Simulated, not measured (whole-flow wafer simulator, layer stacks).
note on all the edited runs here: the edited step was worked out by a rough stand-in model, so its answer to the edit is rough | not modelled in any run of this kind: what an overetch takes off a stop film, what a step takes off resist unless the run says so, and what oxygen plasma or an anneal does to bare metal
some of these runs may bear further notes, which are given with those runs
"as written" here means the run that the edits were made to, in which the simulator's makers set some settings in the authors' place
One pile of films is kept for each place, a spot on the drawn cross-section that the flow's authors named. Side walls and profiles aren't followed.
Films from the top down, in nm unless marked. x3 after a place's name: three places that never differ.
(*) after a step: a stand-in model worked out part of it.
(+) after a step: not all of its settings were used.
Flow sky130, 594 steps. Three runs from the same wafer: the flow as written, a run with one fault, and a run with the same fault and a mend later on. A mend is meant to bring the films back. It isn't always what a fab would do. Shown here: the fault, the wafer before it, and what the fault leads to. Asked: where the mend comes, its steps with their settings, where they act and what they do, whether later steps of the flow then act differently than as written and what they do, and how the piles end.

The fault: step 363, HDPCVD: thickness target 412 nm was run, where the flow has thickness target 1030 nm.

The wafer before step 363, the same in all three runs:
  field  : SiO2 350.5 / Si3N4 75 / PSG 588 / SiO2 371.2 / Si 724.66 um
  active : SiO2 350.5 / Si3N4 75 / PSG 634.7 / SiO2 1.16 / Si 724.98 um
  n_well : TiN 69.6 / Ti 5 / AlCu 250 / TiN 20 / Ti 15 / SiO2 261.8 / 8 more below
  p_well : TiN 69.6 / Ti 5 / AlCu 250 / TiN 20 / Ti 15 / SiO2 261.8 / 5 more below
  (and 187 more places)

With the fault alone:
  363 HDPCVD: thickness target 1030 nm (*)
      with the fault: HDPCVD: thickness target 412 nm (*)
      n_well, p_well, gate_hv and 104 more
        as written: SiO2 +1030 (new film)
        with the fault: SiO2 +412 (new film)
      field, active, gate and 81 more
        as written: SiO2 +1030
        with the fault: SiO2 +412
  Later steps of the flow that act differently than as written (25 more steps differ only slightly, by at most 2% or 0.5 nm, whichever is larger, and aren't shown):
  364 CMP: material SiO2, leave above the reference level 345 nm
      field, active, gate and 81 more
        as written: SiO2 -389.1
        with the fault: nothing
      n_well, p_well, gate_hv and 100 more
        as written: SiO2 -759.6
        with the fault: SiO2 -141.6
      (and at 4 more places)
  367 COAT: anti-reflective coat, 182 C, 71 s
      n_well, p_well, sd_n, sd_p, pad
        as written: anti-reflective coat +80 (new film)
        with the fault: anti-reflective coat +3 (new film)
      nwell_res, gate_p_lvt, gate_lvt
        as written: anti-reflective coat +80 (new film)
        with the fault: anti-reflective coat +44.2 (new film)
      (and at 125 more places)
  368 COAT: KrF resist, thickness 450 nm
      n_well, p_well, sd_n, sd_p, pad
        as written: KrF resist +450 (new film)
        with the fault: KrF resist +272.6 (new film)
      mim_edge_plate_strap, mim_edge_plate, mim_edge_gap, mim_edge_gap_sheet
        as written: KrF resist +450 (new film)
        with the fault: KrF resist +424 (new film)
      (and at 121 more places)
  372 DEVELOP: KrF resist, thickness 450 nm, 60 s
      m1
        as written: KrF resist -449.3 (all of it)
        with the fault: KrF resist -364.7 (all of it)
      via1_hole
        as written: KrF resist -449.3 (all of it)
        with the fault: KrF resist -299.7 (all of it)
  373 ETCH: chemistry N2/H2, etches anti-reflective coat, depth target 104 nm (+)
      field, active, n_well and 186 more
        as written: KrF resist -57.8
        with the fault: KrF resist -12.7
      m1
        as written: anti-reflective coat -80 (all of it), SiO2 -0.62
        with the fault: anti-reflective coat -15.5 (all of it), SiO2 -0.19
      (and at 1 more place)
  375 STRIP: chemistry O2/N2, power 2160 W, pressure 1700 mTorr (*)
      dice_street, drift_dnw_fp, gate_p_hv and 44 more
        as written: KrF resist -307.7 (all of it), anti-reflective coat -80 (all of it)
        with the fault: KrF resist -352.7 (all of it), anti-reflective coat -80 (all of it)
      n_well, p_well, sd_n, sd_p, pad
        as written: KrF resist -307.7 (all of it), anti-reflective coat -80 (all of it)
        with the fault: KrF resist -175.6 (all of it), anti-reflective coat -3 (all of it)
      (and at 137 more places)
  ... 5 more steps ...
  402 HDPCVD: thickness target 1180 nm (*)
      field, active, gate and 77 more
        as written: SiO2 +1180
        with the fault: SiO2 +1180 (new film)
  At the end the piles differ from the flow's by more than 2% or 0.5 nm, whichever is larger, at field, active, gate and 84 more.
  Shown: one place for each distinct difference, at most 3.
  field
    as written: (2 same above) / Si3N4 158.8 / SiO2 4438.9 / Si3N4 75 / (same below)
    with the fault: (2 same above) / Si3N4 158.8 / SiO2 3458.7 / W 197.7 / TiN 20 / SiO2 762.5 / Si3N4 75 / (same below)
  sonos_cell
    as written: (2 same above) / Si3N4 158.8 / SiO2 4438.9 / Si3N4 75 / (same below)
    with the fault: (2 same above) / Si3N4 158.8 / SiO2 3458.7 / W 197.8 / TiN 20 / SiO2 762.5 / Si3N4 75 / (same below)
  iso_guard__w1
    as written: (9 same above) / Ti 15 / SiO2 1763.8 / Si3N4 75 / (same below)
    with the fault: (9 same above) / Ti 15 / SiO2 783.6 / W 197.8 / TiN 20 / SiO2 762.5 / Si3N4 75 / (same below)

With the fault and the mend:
  The mend comes after step 363.
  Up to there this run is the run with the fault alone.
  363a HDPCVD: thickness target 618 nm (*) (the flow's step 363 once more, with other settings)
      field, active, n_well and 188 more
        SiO2 +618
  No later step of the flow acts differently than as written, at any place that is followed, by more than 2% or 0.5 nm, whichever is larger.
  At the end the piles are the same as the flow's at every place that both follow.
